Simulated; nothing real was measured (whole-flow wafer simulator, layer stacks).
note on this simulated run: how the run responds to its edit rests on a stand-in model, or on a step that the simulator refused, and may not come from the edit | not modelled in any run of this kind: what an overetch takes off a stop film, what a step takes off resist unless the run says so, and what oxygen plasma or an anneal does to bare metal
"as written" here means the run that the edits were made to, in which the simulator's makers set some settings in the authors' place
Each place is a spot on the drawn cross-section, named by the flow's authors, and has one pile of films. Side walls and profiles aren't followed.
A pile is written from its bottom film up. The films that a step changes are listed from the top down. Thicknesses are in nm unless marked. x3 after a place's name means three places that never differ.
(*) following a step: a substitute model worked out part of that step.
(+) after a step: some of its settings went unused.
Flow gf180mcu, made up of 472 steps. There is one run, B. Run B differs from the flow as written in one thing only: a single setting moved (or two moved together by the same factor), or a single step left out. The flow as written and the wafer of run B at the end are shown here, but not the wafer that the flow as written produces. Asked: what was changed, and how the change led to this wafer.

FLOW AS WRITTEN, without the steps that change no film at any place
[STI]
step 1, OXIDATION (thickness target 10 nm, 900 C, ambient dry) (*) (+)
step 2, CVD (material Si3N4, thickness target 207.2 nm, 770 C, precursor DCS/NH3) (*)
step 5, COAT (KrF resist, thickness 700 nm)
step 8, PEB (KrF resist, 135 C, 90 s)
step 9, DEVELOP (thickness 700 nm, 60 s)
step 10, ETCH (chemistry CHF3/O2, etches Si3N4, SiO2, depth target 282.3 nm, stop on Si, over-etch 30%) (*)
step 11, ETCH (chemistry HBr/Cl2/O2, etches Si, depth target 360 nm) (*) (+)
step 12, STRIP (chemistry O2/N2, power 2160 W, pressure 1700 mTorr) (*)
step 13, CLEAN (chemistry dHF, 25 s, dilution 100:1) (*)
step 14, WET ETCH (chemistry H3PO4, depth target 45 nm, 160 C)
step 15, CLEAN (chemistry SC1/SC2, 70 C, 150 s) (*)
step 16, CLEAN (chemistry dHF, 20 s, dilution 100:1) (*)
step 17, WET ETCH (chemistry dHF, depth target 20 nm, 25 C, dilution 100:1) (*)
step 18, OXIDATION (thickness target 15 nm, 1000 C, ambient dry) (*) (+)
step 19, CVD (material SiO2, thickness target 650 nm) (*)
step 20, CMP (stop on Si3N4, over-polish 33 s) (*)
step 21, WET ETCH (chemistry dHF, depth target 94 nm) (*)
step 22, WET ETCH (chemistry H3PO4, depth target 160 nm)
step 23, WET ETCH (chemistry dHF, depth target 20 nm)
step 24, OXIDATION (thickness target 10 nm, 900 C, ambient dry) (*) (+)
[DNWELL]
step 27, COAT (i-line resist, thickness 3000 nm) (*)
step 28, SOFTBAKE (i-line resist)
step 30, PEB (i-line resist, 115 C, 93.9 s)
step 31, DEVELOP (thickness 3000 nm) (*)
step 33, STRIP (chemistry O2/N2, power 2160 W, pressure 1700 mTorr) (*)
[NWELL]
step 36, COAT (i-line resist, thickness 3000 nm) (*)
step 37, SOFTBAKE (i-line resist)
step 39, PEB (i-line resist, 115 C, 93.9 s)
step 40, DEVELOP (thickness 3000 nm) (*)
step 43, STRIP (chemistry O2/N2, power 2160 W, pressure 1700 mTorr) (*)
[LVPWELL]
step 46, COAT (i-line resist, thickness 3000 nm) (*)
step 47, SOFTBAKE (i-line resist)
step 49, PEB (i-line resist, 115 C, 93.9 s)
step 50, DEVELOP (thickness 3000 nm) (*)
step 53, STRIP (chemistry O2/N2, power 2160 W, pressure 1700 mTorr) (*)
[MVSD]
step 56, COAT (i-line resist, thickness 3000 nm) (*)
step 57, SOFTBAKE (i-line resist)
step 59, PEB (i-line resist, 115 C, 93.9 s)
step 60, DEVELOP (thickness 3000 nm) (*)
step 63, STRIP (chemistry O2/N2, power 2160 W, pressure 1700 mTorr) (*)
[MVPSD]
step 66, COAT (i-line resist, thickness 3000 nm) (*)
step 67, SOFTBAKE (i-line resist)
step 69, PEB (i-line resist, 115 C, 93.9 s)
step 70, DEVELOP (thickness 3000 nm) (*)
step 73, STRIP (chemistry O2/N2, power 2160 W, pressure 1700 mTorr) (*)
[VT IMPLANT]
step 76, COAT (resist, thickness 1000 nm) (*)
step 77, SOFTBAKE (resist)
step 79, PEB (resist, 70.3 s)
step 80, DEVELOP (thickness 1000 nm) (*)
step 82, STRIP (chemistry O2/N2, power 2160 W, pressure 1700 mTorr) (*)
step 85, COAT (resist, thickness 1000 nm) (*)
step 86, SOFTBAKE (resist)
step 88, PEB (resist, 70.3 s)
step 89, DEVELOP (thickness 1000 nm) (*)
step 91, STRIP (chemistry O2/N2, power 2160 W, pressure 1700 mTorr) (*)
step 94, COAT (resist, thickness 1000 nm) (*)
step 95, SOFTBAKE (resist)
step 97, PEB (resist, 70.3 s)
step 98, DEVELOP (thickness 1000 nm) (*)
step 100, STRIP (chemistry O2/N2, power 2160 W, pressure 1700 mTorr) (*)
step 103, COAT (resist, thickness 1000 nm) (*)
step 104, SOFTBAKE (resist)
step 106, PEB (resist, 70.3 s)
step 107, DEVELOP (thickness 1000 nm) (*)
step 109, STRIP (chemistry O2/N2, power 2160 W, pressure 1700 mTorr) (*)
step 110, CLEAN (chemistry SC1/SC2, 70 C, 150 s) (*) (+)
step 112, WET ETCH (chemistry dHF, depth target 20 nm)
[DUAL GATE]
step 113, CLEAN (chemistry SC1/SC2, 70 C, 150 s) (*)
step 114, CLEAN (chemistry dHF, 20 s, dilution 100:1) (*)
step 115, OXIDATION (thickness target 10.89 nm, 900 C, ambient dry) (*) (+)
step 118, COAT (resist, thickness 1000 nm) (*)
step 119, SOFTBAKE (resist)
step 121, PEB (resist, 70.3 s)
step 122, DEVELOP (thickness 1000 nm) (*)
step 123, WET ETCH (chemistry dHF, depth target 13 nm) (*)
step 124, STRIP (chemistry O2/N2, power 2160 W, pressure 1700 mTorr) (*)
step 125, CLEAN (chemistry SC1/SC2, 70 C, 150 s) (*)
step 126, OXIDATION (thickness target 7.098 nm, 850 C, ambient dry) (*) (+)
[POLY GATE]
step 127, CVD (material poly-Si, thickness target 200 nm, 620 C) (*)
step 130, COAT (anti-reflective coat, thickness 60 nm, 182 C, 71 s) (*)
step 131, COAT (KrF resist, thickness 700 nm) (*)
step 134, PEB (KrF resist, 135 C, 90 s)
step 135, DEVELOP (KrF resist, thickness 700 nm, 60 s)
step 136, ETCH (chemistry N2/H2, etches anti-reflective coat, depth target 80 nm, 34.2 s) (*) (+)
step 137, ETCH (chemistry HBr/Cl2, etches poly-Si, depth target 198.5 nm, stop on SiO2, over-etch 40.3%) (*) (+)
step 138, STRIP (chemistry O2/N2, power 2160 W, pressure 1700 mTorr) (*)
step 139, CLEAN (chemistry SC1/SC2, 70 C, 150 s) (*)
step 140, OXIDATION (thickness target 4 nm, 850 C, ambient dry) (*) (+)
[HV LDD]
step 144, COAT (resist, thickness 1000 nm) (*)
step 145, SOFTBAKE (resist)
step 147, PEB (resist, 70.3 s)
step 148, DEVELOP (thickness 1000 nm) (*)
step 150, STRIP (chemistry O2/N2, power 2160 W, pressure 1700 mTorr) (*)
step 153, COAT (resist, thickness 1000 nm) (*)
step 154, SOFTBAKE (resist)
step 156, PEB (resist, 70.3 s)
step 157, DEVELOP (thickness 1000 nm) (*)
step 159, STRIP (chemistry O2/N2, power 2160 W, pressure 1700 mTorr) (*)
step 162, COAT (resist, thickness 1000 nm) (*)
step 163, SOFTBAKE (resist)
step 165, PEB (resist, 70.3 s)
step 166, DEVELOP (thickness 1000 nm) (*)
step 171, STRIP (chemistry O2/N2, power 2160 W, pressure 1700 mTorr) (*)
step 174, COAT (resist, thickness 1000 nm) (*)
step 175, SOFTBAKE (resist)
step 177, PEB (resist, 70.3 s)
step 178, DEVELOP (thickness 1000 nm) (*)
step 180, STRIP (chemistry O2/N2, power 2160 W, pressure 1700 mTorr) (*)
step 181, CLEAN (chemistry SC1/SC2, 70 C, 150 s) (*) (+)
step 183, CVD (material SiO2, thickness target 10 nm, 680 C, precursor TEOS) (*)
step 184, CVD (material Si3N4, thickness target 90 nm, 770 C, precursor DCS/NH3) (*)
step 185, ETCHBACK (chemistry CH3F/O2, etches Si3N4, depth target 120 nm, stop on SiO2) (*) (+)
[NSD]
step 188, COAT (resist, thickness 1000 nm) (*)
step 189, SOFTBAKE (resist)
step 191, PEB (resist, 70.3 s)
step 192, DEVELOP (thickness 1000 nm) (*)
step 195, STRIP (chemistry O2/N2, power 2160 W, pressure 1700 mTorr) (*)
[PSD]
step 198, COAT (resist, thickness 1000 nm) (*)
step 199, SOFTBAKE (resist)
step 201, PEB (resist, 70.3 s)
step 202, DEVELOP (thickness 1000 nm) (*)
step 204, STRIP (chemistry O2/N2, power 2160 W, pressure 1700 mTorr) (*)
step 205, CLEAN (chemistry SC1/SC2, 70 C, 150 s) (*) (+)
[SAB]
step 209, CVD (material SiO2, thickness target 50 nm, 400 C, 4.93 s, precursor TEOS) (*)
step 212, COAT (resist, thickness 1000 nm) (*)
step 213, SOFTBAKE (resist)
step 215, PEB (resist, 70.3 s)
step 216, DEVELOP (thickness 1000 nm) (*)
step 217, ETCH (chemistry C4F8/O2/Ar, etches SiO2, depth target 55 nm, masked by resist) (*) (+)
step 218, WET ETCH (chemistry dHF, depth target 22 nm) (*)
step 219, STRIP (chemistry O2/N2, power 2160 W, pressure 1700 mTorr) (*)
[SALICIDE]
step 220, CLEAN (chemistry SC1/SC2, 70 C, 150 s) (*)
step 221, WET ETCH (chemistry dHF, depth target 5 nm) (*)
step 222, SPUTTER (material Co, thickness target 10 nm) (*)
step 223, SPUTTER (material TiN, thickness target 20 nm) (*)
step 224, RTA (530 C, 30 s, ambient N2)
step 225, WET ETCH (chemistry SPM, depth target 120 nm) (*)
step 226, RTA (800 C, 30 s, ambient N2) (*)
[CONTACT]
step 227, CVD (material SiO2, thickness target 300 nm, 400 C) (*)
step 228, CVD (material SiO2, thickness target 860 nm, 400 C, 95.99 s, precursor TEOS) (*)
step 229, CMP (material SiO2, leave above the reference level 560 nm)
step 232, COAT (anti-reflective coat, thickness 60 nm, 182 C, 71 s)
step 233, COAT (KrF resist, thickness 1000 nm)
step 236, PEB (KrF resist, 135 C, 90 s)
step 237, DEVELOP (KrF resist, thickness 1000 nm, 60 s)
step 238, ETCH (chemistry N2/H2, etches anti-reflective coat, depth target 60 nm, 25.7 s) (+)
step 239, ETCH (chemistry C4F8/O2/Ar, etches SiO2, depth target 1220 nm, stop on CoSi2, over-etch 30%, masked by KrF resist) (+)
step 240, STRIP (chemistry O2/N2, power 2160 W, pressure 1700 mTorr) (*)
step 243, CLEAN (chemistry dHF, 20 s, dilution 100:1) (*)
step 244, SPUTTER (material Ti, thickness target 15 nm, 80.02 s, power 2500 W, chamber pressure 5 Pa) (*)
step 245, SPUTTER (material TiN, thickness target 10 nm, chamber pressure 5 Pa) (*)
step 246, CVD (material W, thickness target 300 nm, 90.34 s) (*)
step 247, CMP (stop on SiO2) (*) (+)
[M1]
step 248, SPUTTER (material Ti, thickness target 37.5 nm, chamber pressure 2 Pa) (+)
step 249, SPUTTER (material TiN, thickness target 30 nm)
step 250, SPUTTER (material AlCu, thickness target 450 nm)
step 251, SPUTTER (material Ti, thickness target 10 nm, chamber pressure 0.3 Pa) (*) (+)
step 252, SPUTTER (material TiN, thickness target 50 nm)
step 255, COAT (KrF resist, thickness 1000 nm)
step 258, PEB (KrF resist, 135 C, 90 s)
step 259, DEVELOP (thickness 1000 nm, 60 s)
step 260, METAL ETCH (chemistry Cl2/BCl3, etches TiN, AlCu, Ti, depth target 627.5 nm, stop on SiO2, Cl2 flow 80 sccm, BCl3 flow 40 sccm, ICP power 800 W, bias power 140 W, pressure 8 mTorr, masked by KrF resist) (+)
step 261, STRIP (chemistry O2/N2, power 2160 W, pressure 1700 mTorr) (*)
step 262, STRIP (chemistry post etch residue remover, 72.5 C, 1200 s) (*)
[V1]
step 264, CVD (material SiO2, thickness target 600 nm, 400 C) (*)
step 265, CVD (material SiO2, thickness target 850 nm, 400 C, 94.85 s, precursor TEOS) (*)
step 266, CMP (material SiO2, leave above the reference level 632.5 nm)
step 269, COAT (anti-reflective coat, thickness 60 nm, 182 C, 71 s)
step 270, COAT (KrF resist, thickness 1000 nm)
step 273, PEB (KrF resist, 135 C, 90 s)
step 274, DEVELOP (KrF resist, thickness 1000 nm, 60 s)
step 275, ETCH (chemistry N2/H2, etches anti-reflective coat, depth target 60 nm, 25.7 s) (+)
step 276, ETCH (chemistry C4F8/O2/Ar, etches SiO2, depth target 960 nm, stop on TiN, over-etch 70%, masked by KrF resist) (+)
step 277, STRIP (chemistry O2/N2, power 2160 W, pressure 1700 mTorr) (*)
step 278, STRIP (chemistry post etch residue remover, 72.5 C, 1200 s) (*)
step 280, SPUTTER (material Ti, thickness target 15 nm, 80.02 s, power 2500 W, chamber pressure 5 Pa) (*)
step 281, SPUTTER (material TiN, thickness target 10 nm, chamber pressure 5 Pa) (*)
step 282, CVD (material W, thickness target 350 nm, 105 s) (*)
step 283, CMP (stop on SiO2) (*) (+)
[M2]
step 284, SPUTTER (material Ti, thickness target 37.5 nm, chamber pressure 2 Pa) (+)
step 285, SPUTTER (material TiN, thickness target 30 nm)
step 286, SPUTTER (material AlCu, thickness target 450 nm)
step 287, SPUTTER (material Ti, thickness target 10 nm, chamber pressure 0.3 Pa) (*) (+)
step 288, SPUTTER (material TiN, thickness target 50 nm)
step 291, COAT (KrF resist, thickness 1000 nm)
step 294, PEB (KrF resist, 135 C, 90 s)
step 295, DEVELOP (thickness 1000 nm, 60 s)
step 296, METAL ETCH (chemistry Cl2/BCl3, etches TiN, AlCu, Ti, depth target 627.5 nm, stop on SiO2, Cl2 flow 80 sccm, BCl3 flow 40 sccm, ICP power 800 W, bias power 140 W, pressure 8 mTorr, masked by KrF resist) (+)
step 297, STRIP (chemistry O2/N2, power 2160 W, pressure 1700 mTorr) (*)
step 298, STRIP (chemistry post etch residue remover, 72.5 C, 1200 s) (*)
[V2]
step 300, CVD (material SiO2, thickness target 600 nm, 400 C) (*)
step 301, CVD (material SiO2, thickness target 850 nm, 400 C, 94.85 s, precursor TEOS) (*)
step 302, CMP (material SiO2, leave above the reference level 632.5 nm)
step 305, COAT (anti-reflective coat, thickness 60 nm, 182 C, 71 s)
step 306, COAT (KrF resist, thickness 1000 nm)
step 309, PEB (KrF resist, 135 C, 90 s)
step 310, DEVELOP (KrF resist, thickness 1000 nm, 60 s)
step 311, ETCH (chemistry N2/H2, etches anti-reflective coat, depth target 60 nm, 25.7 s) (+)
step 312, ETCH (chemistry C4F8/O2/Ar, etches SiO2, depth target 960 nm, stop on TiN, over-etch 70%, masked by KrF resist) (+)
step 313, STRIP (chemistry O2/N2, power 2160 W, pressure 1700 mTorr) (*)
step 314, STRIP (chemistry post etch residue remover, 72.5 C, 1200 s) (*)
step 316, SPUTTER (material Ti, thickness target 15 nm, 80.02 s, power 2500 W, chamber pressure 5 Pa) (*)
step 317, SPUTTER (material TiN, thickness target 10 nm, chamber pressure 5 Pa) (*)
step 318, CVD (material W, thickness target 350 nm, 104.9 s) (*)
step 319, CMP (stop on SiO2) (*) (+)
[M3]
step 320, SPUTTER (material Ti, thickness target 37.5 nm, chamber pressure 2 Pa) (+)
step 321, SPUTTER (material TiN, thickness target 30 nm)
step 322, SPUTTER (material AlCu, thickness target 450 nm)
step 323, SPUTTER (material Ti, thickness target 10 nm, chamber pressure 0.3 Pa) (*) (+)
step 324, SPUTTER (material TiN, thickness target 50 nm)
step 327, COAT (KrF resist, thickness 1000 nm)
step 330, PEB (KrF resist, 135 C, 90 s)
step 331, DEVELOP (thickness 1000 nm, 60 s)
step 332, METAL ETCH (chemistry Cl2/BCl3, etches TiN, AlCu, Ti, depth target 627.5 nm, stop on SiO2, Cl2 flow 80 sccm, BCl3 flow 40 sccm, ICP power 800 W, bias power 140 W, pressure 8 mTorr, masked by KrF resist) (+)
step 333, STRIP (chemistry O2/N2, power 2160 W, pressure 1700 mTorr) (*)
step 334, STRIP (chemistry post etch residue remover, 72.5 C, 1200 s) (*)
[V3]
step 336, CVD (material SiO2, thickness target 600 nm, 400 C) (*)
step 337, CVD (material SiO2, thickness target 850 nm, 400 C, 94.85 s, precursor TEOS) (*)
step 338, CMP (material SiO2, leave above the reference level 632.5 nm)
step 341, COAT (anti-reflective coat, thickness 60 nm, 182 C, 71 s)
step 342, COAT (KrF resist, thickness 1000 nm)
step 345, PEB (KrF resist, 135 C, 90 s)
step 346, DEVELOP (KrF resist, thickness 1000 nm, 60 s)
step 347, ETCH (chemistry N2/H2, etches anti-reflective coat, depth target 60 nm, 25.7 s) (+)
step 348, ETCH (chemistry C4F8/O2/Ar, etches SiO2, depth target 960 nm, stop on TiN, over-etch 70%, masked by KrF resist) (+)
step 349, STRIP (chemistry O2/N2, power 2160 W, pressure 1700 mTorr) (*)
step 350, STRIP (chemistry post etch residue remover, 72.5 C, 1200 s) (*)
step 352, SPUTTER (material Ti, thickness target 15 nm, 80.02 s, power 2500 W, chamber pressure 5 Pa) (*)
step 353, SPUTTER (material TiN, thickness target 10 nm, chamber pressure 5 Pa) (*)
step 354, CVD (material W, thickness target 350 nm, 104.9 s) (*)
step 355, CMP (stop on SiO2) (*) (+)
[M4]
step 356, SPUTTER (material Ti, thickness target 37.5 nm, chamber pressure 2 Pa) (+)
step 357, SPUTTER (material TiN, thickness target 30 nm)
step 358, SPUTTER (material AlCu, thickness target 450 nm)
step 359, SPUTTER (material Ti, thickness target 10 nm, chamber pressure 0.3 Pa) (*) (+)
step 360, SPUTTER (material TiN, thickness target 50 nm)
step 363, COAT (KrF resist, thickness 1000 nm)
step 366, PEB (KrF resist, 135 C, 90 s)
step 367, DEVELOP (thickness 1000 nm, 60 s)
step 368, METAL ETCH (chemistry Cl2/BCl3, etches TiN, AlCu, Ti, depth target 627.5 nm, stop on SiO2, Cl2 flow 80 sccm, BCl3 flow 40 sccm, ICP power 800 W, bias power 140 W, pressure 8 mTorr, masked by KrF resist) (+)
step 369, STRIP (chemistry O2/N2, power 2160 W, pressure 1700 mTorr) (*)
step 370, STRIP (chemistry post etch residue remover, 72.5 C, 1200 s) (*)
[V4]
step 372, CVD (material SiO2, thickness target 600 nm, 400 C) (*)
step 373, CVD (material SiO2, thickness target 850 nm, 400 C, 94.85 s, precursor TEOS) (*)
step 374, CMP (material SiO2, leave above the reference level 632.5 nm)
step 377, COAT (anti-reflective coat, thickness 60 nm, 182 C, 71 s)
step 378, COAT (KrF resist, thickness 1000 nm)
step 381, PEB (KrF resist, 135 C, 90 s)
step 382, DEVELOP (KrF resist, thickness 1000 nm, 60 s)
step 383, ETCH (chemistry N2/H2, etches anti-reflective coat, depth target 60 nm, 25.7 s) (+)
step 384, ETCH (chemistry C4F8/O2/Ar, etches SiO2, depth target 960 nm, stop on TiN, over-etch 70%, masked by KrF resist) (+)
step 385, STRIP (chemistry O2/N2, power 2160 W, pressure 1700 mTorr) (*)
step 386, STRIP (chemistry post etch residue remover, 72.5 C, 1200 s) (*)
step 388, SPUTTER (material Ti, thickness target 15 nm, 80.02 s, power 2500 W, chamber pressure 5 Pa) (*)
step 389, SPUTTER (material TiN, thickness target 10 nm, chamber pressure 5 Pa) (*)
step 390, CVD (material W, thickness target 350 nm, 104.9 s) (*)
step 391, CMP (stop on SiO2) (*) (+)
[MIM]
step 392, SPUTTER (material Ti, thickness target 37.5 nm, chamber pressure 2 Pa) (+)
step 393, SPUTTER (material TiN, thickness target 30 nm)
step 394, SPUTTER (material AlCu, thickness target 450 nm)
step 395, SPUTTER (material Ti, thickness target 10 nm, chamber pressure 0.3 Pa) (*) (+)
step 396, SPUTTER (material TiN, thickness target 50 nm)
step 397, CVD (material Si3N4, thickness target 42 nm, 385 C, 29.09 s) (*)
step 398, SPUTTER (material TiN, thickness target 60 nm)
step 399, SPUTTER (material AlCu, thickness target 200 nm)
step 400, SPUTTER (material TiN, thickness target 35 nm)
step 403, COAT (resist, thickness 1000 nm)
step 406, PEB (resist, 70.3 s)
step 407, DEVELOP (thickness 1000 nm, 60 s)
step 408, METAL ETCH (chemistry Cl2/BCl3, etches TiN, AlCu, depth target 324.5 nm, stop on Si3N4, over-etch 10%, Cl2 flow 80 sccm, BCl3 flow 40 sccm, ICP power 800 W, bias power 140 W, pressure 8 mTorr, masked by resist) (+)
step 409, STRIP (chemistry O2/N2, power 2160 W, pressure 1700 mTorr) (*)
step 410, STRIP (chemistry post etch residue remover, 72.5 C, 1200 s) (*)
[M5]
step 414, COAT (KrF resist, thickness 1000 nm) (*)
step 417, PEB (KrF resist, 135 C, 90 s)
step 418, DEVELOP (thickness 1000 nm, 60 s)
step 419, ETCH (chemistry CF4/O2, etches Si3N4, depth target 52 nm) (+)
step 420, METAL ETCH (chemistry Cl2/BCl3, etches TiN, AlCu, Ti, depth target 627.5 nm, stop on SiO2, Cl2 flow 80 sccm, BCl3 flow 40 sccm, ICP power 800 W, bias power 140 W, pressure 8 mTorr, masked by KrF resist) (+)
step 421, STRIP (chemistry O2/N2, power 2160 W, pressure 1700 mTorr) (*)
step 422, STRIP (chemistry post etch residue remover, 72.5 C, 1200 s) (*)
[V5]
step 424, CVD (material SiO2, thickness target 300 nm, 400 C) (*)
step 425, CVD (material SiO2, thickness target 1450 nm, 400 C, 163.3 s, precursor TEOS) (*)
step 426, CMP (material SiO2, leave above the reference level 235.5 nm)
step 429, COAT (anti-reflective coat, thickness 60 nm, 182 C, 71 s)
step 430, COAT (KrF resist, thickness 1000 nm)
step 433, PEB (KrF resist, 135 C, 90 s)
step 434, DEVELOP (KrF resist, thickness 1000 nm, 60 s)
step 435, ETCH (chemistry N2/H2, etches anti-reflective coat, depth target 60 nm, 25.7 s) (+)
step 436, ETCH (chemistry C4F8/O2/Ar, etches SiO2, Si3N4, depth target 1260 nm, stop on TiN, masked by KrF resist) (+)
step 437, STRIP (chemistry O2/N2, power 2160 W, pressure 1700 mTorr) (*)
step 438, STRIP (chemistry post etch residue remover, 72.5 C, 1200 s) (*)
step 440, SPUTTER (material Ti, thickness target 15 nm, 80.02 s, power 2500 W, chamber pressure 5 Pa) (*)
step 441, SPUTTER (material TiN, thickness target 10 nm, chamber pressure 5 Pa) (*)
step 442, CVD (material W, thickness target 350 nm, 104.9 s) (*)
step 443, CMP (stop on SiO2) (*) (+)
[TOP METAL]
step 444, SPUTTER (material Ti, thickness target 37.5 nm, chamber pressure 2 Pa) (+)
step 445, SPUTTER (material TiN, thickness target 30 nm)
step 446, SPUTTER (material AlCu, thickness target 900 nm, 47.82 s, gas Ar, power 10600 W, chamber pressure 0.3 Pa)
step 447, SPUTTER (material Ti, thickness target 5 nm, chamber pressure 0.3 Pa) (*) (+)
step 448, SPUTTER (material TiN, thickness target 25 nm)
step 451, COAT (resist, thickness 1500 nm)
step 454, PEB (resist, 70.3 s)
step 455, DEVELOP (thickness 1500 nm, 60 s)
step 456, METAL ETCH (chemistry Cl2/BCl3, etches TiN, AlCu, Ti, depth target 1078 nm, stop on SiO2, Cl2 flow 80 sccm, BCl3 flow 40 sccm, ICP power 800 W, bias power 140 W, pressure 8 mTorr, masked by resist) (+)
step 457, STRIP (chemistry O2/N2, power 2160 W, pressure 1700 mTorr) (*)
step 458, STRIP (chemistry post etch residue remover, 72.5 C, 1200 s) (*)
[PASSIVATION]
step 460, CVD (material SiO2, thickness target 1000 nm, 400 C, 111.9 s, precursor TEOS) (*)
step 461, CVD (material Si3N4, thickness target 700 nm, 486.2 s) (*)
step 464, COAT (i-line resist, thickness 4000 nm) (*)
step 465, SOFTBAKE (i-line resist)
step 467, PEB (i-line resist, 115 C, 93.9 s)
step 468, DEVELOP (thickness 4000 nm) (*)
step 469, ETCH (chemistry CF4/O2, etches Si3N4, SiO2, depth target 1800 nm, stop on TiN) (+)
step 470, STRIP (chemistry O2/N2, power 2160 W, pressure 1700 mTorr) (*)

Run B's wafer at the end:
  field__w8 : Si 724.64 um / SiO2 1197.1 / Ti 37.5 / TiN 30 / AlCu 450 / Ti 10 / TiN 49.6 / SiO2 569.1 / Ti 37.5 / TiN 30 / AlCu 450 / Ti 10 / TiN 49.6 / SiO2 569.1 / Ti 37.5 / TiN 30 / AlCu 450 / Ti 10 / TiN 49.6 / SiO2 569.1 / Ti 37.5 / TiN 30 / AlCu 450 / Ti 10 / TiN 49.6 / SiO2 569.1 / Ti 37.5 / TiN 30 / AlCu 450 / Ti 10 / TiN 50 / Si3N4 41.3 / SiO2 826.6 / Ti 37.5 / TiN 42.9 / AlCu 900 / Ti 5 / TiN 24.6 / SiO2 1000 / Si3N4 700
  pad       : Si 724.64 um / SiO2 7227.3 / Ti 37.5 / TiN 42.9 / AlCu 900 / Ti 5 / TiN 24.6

What caused this: step 445, SPUTTER: thickness target 42.9 nm was run, whereas the flow has thickness target 30 nm.
One can read it off the wafer: field__w8 has TiN 42.9, and step 445 as written asks for 30 nm.

How this came from the change, step by step:
  step 445, SPUTTER (material TiN, thickness target 30 nm)
      field, field__w1, field__w2 and 109 more: +42.9 TiN (new film) (in the flow as written it would be: +30 TiN (new film))
  step 456, METAL ETCH (chemistry Cl2/BCl3, etches TiN, AlCu, Ti, depth target 1078 nm, stop on SiO2, Cl2 flow 80 sccm, BCl3 flow 40 sccm, ICP power 800 W, bias power 140 W, pressure 8 mTorr, masked by resist) (+)
      field, field__w1, field__w2 and 103 more: -25 TiN (all of it), -5 Ti (all of it), -900 AlCu (all of it), -42.9 TiN (all of it), -37.5 Ti (all of it) (in the flow as written it would be: -25 TiN (all of it), -5 Ti (all of it), -900 AlCu (all of it), -30 TiN (all of it), -37.5 Ti (all of it))
  step 465, SOFTBAKE (i-line resist)
      gate: -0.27 i-line resist (in the flow as written it would be: +1.79 i-line resist)
      ld_acc_p, ld_fp_p, ld_drift_p: +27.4 i-line resist (in the flow as written it would be: +33.8 i-line resist)
      (as well as at 56 more places)
